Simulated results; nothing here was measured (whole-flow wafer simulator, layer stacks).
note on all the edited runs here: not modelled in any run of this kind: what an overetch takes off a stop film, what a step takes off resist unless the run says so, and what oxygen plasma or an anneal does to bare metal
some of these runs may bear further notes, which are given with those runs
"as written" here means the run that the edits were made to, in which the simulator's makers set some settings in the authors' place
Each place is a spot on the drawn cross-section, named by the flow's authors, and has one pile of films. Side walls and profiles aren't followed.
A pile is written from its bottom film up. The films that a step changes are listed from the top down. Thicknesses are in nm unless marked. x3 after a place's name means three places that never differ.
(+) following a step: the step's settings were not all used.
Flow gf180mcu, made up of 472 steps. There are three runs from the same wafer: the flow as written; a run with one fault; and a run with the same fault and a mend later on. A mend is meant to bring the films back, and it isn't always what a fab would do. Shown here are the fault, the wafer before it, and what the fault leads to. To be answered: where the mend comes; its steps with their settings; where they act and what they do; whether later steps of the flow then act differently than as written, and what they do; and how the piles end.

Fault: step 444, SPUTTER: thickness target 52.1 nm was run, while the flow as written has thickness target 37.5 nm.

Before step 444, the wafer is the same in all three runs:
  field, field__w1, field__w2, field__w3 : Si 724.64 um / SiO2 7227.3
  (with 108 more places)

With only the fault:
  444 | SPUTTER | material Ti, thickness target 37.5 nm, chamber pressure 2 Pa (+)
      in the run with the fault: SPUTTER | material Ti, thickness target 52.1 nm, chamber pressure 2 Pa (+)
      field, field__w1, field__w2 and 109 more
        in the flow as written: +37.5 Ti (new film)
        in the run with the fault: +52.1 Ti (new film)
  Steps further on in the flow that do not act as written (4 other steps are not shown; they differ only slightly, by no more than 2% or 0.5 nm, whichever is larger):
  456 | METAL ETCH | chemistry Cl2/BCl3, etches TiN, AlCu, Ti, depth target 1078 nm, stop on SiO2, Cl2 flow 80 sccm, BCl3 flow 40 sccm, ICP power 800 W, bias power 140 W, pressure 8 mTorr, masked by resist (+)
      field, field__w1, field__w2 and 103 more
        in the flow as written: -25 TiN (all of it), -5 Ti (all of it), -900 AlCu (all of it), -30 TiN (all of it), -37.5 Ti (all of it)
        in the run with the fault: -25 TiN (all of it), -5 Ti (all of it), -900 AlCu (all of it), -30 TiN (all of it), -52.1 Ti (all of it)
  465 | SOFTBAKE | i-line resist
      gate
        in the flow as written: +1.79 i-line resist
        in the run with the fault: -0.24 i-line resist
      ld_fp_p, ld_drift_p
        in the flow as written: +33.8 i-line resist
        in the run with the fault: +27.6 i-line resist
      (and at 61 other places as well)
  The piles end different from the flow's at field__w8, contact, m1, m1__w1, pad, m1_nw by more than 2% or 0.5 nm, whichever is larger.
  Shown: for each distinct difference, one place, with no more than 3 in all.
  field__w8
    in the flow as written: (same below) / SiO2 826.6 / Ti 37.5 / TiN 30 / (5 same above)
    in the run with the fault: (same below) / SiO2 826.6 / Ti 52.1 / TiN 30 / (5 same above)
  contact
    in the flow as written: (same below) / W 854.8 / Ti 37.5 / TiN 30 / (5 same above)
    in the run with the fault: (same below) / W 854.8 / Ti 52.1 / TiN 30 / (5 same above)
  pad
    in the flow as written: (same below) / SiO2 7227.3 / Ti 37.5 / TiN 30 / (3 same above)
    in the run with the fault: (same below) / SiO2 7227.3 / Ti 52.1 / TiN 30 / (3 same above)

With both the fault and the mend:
  The mend stands after step 444.
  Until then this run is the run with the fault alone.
  444a | METAL ETCH | chemistry Cl2/BCl3, etches TiN, AlCu, Ti, depth target 14.6 nm, Cl2 flow 80 sccm, BCl3 flow 40 sccm, ICP power 800 W, bias power 140 W, pressure 8 mTorr (the flow's step 260, run once more with other settings)
      field, field__w1, field__w2 and 109 more
        -14.6 Ti
  Every later step of the flow that is run acts as written at every place that is followed.
  At every place that both follow, the piles at the end match the flow's.
